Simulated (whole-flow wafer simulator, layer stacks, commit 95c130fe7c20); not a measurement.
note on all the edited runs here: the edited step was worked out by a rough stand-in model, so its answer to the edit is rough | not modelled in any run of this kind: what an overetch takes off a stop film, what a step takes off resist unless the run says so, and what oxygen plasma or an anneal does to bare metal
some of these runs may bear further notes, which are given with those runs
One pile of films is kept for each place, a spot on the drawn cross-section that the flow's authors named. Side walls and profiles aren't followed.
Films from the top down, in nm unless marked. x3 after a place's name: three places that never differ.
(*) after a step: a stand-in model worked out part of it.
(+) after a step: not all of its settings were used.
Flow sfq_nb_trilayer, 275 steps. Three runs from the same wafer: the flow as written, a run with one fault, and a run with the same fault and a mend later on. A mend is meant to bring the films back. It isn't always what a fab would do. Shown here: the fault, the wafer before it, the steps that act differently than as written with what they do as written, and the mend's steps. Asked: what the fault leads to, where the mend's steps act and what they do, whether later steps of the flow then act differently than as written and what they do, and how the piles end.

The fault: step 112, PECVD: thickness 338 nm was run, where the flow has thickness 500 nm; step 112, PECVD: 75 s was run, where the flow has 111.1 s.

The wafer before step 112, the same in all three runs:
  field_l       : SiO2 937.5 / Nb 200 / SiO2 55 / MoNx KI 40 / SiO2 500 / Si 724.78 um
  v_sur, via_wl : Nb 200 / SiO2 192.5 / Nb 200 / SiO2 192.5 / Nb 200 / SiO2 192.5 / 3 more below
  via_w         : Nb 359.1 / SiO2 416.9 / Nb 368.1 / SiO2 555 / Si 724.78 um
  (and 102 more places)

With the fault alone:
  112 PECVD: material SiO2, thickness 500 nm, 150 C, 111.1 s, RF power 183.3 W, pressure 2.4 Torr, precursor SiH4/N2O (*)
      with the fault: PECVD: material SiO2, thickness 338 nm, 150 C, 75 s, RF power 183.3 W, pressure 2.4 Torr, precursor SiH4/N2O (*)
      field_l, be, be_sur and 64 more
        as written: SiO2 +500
        with the fault: SiO2 +338
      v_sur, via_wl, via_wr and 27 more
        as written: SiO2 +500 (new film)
        with the fault: SiO2 +338 (new film)
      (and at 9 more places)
  Later steps of the flow that act differently than as written (9 more steps differ only slightly, by at most 2% or 0.5 nm, whichever is larger, and aren't shown):
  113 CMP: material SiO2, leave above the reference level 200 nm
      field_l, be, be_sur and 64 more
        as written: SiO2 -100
        with the fault: nothing
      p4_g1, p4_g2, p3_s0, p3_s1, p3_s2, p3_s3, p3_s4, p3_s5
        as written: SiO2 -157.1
        with the fault: nothing
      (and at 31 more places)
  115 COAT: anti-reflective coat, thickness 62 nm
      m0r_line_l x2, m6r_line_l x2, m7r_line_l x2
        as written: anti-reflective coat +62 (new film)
        with the fault: anti-reflective coat +63.6 (new film)
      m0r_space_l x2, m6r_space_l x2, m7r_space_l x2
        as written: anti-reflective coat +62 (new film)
        with the fault: anti-reflective coat +70.8 (new film)
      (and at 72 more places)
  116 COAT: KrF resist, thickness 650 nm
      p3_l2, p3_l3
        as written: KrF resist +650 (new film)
        with the fault: KrF resist +633.1 (new film)
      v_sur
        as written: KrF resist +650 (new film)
        with the fault: KrF resist +624.6 (new film)
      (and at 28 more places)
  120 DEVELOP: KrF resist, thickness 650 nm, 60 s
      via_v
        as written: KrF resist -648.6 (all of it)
        with the fault: KrF resist -626.2 (all of it)
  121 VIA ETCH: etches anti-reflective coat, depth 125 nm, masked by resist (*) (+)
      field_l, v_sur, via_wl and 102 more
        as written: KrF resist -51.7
        with the fault: KrF resist -47.5
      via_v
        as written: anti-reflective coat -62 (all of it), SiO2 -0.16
        with the fault: anti-reflective coat -57.1 (all of it), SiO2 -0.14
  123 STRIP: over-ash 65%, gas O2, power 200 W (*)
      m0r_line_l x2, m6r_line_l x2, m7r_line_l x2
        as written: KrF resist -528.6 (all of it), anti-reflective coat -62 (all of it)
        with the fault: KrF resist -544.5 (all of it), anti-reflective coat -63.6 (all of it)
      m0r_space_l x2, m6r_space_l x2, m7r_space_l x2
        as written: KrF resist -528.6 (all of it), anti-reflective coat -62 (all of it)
        with the fault: KrF resist -539.7 (all of it), anti-reflective coat -70.8 (all of it)
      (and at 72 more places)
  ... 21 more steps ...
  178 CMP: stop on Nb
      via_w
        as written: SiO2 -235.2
        with the fault: SiO2 -226.5
  At the end the piles differ from the flow's by more than 2% or 0.5 nm, whichever is larger, at via_w, ln_m5, lsp_m and 6 more.
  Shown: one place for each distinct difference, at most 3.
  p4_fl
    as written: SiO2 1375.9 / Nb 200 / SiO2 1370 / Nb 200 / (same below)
    with the fault: SiO2 1437.9 / Nb 200 / SiO2 1308 / Nb 200 / (same below)
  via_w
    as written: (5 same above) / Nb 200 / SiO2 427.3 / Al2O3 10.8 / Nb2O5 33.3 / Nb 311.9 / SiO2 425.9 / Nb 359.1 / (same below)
    with the fault: (5 same above) / Nb 200 / SiO2 491.9 / Al2O3 10.1 / Nb2O5 34.5 / Nb 301.1 / SiO2 371.6 / Nb 359.1 / (same below)
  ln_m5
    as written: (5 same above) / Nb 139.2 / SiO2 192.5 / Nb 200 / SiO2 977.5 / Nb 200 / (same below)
    with the fault: (5 same above) / Nb 139.2 / SiO2 254.5 / Nb 200 / SiO2 915.5 / Nb 200 / (same below)

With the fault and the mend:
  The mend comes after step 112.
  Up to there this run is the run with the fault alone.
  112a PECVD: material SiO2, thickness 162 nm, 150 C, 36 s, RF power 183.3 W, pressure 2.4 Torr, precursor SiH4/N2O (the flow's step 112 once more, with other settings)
      field_l, v_sur, via_wl and 102 more
        SiO2 +162
      via_w
        SiO2 +152.2
  Later steps of the flow that act differently than as written:
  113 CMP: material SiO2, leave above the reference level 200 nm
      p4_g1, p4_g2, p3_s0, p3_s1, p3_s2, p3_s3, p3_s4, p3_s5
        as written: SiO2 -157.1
        with the mend: SiO2 -100
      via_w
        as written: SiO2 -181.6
        with the mend: SiO2 -97.9
  At the end the piles are the same as the flow's at every place that both follow.
